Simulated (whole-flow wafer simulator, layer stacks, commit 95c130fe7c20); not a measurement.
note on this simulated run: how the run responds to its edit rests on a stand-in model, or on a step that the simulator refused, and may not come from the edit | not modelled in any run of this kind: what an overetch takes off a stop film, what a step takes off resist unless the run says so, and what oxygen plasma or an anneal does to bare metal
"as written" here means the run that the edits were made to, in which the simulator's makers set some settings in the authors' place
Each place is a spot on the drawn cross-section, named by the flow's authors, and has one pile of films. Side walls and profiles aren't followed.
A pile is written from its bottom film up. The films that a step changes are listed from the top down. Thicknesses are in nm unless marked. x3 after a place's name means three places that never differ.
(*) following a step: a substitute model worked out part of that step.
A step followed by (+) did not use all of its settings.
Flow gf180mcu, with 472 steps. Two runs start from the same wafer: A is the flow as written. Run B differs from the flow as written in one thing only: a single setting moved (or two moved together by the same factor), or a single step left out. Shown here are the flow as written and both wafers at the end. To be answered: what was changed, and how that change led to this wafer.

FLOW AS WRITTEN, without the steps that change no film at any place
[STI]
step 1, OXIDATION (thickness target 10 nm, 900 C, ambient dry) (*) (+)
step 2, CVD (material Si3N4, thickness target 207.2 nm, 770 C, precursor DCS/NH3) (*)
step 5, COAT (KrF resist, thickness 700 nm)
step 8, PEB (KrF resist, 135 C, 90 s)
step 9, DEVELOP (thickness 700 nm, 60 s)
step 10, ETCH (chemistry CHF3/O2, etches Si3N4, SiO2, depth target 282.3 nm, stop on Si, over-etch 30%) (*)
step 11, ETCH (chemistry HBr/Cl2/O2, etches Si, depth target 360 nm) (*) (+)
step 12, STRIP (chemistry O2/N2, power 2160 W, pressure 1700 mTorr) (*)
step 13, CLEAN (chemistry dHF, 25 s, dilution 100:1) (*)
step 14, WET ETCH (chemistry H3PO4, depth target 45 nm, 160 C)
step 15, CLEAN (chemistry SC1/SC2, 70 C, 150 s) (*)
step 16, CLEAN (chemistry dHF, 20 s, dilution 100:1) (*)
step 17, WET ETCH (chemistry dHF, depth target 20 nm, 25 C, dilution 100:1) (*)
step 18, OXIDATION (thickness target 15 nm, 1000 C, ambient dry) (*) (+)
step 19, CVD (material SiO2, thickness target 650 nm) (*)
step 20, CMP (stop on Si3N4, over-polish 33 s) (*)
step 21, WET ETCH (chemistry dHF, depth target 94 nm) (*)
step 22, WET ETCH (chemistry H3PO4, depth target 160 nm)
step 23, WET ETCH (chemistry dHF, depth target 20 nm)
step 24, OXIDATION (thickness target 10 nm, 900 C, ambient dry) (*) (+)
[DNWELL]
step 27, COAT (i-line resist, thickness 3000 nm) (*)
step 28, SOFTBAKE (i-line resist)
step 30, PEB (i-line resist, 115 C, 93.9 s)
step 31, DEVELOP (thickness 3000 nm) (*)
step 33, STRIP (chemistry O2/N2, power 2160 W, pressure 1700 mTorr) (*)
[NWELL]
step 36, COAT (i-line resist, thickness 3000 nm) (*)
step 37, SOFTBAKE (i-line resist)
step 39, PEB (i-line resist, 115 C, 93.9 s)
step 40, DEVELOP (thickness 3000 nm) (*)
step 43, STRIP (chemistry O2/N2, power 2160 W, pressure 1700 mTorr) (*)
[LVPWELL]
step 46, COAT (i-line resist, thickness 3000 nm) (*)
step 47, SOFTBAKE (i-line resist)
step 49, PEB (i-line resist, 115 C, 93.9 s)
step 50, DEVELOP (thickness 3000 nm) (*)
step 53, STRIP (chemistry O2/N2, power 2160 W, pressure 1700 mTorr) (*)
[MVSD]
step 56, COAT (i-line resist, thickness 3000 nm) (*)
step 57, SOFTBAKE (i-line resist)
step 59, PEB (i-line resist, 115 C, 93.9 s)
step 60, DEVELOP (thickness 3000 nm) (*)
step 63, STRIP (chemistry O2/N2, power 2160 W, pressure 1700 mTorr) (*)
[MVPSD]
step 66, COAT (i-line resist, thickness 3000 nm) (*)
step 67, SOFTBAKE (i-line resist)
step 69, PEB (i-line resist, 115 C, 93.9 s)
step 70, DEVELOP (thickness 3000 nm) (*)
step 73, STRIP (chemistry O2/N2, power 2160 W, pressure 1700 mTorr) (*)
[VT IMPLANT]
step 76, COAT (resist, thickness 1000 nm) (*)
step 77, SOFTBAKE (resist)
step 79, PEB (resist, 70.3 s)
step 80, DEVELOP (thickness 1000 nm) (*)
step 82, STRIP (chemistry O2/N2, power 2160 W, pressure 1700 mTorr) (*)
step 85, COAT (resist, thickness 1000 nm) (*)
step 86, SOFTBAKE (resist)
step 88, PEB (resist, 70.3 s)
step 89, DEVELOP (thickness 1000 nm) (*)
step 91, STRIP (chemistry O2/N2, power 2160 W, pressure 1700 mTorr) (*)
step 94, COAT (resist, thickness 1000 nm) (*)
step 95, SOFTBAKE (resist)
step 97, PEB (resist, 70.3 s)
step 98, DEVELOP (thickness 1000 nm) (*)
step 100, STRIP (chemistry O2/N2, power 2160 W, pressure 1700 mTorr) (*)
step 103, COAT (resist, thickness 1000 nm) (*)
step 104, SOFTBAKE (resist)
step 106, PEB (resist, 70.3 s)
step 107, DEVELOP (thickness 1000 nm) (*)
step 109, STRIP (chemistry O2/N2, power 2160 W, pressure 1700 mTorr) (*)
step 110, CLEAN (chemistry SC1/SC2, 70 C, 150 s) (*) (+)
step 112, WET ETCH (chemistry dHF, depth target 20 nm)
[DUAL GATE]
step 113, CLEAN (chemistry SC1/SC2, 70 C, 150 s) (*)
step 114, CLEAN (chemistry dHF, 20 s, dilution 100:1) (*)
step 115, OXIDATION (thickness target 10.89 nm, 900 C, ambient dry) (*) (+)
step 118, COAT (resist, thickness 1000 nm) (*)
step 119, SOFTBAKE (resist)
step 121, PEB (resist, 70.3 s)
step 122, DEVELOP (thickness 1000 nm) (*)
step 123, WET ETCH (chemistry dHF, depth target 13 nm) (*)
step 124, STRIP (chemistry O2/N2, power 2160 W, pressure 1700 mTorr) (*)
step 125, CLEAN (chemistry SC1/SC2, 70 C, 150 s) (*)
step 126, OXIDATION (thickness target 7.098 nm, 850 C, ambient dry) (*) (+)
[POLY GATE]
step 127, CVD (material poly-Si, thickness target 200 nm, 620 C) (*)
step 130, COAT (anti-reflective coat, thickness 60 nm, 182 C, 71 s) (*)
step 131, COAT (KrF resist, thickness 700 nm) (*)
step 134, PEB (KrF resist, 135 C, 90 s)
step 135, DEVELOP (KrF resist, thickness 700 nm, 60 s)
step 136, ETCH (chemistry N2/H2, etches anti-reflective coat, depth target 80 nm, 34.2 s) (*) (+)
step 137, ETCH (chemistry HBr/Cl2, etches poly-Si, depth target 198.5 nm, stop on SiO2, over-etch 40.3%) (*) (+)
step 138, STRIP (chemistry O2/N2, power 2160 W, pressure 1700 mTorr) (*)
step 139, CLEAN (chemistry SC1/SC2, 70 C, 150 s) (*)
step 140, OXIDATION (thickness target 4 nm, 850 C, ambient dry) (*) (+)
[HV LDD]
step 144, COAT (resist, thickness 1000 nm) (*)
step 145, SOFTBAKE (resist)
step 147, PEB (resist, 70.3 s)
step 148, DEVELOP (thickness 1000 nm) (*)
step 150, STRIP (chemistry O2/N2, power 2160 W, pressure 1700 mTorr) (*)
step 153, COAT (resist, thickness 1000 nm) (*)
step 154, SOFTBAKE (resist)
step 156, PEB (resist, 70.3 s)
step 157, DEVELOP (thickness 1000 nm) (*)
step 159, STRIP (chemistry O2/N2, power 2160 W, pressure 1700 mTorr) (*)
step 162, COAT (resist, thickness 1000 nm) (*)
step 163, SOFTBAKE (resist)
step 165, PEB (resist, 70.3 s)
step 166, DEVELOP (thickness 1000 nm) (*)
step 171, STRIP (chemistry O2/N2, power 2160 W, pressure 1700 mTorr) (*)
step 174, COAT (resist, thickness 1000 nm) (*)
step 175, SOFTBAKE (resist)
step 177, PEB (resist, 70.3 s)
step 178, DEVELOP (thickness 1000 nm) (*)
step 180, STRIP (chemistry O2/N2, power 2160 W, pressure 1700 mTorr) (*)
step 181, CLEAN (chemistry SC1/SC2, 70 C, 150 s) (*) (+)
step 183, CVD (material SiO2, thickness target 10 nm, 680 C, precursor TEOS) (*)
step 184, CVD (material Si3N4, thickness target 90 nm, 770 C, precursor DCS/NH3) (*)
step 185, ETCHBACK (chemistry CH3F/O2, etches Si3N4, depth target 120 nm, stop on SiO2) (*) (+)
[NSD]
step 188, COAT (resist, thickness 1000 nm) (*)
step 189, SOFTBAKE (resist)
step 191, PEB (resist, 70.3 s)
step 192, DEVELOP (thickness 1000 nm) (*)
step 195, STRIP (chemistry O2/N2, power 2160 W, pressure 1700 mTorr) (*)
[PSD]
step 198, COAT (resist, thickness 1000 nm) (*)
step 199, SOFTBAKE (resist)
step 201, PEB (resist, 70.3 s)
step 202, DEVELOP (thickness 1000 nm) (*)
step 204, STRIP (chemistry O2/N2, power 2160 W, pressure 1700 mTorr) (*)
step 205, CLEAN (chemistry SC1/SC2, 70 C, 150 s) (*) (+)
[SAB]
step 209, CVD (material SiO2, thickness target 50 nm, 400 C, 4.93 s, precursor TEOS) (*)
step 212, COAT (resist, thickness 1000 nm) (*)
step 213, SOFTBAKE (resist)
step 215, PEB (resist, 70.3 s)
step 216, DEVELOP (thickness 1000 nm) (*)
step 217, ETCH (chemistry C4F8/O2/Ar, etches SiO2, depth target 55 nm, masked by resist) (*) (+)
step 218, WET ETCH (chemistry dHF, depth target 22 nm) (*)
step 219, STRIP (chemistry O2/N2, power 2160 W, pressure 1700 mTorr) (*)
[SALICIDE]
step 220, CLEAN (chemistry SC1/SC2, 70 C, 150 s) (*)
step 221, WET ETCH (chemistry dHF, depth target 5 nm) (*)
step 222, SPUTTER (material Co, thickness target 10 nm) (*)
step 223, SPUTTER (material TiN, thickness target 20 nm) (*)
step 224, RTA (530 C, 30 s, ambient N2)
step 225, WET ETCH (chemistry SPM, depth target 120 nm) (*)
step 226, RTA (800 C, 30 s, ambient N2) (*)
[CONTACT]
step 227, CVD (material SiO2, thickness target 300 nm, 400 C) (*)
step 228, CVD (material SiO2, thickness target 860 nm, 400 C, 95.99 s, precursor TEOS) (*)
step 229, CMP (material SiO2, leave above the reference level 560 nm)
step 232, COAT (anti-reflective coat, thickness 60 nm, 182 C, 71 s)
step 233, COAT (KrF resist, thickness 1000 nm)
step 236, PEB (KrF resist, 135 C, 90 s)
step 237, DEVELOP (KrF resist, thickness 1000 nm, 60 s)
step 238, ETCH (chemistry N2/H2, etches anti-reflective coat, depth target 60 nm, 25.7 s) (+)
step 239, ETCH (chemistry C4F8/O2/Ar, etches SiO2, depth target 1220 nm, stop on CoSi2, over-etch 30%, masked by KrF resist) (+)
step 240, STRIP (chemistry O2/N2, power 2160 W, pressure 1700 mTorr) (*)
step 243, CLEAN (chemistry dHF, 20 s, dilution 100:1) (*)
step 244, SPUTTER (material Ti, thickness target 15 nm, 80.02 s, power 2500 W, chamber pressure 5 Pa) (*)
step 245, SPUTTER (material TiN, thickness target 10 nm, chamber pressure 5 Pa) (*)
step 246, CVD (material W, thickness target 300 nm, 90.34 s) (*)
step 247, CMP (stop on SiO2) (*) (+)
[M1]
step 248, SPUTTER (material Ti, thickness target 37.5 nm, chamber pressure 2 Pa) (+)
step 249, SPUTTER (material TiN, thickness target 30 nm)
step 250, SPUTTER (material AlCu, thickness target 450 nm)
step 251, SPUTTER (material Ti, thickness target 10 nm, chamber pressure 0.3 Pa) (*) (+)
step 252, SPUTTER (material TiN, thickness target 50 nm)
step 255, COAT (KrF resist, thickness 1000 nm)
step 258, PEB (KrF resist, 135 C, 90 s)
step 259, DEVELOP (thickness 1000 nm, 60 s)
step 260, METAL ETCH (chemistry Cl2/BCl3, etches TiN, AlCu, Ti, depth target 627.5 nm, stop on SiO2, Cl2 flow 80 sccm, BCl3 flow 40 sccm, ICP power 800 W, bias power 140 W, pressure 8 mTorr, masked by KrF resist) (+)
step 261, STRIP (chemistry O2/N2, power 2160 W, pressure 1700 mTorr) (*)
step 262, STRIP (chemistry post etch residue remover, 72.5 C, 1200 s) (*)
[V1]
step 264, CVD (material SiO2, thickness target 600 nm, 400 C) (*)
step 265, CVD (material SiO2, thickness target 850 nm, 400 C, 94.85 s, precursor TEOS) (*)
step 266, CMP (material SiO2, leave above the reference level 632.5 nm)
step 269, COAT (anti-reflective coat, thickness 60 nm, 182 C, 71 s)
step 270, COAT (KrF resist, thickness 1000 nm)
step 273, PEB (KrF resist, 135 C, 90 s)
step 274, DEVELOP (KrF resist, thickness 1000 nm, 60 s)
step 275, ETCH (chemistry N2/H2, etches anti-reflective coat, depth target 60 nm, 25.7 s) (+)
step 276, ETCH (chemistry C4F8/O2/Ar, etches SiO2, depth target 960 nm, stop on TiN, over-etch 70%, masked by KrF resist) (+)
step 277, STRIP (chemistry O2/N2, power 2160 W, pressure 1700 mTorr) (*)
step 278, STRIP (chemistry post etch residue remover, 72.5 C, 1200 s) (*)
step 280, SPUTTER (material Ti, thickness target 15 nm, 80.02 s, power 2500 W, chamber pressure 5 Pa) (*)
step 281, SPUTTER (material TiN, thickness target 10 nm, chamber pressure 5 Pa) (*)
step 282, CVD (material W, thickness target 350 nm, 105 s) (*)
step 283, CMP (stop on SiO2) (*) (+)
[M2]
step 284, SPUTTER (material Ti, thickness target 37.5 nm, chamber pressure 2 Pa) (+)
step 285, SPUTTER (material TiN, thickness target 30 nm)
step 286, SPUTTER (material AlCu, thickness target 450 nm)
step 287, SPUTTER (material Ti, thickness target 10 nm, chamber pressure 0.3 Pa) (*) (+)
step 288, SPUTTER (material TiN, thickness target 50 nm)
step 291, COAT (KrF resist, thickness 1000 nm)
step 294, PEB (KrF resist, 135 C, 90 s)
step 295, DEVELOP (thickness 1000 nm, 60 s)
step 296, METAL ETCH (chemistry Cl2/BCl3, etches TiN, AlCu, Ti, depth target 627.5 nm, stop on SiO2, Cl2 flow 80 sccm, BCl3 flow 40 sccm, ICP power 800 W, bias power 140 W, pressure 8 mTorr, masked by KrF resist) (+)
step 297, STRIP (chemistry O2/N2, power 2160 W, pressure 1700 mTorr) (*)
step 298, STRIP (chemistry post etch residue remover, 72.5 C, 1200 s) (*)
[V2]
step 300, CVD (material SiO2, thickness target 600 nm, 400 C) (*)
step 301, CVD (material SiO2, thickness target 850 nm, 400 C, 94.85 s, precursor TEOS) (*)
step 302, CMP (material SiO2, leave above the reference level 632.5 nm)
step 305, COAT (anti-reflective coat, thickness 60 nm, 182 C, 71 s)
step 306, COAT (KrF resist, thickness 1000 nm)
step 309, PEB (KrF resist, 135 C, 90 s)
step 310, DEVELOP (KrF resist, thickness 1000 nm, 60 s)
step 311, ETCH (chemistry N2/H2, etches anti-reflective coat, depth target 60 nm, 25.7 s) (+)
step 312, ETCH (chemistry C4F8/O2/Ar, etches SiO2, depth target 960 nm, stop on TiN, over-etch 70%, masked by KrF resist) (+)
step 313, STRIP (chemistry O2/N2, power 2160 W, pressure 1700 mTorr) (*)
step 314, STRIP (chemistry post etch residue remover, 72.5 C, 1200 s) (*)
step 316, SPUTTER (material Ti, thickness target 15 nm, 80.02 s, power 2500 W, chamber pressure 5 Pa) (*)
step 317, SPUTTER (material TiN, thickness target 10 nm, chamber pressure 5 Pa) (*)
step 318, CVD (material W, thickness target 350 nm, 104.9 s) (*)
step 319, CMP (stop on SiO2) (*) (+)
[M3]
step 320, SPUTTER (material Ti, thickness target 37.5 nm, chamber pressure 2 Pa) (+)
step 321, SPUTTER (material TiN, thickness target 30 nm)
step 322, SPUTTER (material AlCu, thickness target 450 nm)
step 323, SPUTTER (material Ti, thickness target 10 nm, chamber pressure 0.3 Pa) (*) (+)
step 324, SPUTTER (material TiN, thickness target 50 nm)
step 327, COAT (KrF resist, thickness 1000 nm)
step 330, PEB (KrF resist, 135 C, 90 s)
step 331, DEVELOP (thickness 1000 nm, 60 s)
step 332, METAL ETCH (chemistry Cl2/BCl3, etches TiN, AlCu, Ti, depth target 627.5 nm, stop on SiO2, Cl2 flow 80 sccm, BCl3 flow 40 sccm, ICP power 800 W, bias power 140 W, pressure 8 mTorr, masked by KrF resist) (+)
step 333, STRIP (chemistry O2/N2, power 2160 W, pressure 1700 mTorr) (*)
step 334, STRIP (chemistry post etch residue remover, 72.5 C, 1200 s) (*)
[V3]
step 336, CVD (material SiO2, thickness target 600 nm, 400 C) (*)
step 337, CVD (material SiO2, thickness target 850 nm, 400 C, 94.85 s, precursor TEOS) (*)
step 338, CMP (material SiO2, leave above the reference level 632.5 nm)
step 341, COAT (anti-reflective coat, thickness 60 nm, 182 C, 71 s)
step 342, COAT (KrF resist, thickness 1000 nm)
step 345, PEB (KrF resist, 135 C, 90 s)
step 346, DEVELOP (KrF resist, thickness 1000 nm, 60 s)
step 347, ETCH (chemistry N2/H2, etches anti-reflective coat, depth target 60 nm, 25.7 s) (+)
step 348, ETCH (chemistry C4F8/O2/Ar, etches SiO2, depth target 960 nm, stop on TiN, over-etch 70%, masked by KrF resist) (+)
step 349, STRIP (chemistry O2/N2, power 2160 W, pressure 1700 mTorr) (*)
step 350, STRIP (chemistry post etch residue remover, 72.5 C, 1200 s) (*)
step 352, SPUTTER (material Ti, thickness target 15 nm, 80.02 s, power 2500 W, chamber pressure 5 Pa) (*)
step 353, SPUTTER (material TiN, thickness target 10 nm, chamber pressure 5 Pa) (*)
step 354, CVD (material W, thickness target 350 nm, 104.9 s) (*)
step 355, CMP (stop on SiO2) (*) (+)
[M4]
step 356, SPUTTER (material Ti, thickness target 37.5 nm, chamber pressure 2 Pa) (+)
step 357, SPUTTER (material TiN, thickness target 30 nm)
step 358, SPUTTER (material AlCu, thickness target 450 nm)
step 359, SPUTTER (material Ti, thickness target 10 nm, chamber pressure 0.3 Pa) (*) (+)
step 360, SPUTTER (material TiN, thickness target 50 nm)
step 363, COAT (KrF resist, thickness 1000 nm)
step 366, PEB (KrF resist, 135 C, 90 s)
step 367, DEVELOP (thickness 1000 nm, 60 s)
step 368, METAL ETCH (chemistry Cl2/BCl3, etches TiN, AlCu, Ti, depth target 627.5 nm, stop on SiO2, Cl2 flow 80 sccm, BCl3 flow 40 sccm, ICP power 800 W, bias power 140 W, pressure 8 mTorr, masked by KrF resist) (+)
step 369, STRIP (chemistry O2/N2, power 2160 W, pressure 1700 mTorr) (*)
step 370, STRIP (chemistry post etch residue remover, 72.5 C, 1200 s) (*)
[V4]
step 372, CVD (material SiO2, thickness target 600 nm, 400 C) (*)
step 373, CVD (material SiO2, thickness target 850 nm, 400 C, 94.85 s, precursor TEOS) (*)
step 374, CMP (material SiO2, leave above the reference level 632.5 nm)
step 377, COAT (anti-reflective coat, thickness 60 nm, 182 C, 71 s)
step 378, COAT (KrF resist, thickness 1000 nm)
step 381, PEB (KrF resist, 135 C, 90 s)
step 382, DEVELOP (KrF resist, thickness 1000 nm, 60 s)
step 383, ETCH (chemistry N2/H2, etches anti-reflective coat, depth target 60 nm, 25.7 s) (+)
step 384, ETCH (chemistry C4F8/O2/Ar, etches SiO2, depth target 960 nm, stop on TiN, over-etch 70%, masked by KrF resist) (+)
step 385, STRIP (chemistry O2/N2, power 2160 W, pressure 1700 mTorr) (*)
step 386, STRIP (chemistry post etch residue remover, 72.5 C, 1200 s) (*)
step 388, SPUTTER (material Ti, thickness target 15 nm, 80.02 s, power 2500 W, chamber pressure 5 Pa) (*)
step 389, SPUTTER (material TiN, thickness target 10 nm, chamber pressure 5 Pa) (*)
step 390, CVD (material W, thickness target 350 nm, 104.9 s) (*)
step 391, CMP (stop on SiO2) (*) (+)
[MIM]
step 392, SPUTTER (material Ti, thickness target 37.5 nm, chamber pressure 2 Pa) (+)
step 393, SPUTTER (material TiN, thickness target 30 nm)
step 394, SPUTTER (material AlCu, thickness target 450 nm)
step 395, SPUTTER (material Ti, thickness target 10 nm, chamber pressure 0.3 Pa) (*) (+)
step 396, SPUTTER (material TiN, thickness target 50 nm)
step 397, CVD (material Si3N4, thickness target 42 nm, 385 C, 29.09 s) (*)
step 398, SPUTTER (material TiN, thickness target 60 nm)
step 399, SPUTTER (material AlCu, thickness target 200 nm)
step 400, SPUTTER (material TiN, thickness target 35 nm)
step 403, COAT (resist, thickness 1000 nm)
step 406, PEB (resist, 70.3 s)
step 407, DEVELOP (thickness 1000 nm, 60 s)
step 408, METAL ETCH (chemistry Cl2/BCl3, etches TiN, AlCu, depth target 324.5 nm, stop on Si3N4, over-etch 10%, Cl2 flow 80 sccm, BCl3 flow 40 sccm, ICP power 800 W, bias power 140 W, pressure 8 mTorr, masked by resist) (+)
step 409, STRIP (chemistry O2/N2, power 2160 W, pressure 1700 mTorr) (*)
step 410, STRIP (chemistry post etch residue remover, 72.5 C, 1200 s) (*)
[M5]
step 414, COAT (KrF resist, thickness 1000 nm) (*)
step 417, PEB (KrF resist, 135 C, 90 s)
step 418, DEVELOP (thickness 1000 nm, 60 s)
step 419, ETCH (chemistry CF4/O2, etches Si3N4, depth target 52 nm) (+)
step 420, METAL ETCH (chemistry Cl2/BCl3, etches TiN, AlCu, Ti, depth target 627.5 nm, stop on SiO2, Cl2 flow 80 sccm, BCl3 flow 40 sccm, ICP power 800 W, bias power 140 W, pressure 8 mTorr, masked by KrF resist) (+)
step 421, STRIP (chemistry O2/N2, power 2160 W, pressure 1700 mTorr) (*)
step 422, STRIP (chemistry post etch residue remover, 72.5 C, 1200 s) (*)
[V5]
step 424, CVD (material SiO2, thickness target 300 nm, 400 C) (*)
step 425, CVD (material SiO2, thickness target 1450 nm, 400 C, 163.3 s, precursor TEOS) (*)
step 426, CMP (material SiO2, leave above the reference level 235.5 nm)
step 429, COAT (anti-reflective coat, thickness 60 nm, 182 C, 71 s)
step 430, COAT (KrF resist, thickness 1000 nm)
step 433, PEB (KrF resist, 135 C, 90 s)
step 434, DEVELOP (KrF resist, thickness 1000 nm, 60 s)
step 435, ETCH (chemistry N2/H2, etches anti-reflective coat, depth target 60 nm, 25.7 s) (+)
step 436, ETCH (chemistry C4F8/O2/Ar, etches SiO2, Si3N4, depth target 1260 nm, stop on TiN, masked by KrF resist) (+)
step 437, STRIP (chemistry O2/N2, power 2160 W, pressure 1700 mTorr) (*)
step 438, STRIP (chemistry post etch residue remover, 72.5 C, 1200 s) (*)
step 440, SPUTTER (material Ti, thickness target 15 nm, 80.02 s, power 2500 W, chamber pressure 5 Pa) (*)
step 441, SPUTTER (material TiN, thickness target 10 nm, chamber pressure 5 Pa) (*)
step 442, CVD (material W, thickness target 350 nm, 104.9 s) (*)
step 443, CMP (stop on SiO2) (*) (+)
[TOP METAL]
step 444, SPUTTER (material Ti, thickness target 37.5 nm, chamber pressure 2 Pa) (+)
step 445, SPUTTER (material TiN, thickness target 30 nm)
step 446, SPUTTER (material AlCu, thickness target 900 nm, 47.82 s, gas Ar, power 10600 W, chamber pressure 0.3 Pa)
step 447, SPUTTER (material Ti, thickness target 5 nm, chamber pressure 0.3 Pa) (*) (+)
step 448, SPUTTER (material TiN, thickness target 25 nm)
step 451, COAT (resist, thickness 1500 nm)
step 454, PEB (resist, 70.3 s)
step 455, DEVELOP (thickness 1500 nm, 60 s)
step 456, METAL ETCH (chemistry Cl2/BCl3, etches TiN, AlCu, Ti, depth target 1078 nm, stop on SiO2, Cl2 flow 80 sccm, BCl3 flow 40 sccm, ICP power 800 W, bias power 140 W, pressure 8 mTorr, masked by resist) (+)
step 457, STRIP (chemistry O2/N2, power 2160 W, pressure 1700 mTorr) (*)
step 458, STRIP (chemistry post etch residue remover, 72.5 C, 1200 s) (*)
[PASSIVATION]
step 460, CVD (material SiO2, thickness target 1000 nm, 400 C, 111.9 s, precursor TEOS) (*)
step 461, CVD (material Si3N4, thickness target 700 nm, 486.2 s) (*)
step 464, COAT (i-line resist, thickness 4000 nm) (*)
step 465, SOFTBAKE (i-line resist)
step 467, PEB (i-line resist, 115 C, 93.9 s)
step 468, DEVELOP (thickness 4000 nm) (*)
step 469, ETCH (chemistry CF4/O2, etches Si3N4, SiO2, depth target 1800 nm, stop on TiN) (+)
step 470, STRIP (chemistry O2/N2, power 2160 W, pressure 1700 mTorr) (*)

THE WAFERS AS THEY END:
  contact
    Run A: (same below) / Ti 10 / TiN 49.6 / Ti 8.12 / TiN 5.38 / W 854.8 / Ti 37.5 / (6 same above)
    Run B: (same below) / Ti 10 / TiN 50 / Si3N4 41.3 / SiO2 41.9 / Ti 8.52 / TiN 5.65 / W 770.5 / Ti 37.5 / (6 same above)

Cause: step 436, ETCH: depth target 788 nm was run, whereas the flow has depth target 1260 nm.

The path from the change to this, step by step:
  step 436, ETCH (chemistry C4F8/O2/Ar, etches SiO2, Si3N4, depth target 1260 nm, stop on TiN, masked by KrF resist) (+)
      contact: A -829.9 SiO2 (all of it), -41.3 Si3N4 (all of it) | B -788 SiO2
      field, field__w1, field__w2 and 108 more: A -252 KrF resist | B -157.6 KrF resist
  step 437, STRIP (chemistry O2/N2, power 2160 W, pressure 1700 mTorr) (*)
      field, field__w1, field__w2 and 108 more: A -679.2 KrF resist (all of it), -60 anti-reflective coat (all of it) | B -773.6 KrF resist (all of it), -60 anti-reflective coat (all of it)
  step 442, CVD (material W, thickness target 350 nm, 104.9 s) (*)
      contact: A +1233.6 W (new film) | B +1149.3 W (new film)
If metal films that touch count as one body, contact has 2 bodies (between them, from the top down: SiO2 41.9 / Si3N4 41.3); the flow as written gives 1 body.
